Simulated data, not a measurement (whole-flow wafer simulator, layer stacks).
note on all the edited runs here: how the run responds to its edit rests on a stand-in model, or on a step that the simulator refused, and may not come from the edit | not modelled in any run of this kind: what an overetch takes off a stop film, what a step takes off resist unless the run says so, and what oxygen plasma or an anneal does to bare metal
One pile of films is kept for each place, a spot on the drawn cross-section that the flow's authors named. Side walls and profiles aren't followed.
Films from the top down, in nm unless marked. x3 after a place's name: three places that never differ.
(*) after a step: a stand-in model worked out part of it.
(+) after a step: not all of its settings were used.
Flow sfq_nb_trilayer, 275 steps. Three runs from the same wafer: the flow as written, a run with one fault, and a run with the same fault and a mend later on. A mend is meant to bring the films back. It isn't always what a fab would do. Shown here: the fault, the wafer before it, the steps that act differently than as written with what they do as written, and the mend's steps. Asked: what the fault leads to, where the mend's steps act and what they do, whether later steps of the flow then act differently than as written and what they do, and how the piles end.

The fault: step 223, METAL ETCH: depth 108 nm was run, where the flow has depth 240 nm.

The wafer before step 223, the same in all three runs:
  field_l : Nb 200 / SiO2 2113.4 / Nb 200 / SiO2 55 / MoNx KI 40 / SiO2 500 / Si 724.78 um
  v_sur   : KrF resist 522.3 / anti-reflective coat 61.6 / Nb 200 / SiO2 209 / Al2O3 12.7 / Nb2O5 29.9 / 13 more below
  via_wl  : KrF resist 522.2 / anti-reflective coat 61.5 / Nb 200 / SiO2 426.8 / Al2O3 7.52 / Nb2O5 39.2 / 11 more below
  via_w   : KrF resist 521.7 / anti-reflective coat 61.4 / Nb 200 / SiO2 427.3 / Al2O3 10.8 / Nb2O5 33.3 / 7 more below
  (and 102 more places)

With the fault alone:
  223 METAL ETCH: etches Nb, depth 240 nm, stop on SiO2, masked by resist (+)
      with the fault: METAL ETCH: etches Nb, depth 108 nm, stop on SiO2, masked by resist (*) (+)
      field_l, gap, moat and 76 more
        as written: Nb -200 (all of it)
        with the fault: Nb -108
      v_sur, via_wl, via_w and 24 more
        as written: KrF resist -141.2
        with the fault: KrF resist -63.5
  Later steps of the flow that act differently than as written:
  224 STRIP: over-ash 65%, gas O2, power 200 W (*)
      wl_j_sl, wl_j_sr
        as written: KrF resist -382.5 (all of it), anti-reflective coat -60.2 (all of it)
        with the fault: KrF resist -460.2 (all of it), anti-reflective coat -60.2 (all of it)
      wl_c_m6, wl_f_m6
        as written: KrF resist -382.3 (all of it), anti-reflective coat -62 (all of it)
        with the fault: KrF resist -459.9 (all of it), anti-reflective coat -62 (all of it)
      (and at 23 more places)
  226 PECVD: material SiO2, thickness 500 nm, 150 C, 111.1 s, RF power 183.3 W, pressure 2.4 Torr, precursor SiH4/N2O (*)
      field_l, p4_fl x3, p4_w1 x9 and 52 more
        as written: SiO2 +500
        with the fault: SiO2 +500 (new film)
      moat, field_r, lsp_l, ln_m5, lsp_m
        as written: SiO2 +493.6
        with the fault: SiO2 +500 (new film)
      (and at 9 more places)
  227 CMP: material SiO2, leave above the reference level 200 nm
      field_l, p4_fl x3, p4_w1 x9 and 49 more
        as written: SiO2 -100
        with the fault: SiO2 -192
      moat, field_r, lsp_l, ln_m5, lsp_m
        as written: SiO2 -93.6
        with the fault: SiO2 -192
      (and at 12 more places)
  At the end the piles differ from the flow's by more than 2% or 0.5 nm, whichever is larger, at field_l, gap, moat and 76 more.
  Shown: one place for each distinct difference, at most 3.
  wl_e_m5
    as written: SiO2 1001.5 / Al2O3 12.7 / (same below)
    with the fault: SiO2 700.5 / Nb 92 / SiO2 209 / Al2O3 12.7 / (same below)
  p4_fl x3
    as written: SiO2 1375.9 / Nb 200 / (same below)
    with the fault: SiO2 700.5 / Nb 92 / SiO2 583.4 / Nb 200 / (same below)
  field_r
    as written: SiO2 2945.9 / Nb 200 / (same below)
    with the fault: SiO2 700.5 / Nb 92 / SiO2 2153.4 / Nb 200 / (same below)

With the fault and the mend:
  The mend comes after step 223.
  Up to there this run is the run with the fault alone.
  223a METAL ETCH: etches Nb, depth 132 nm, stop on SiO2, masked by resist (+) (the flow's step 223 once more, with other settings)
      field_l, gap, moat and 76 more
        Nb -92 (all of it)
      v_sur, via_wl, via_w and 24 more
        KrF resist -77.6
  No later step of the flow acts differently than as written at any place that is followed.
  At the end the piles are the same as the flow's at every place that both follow.
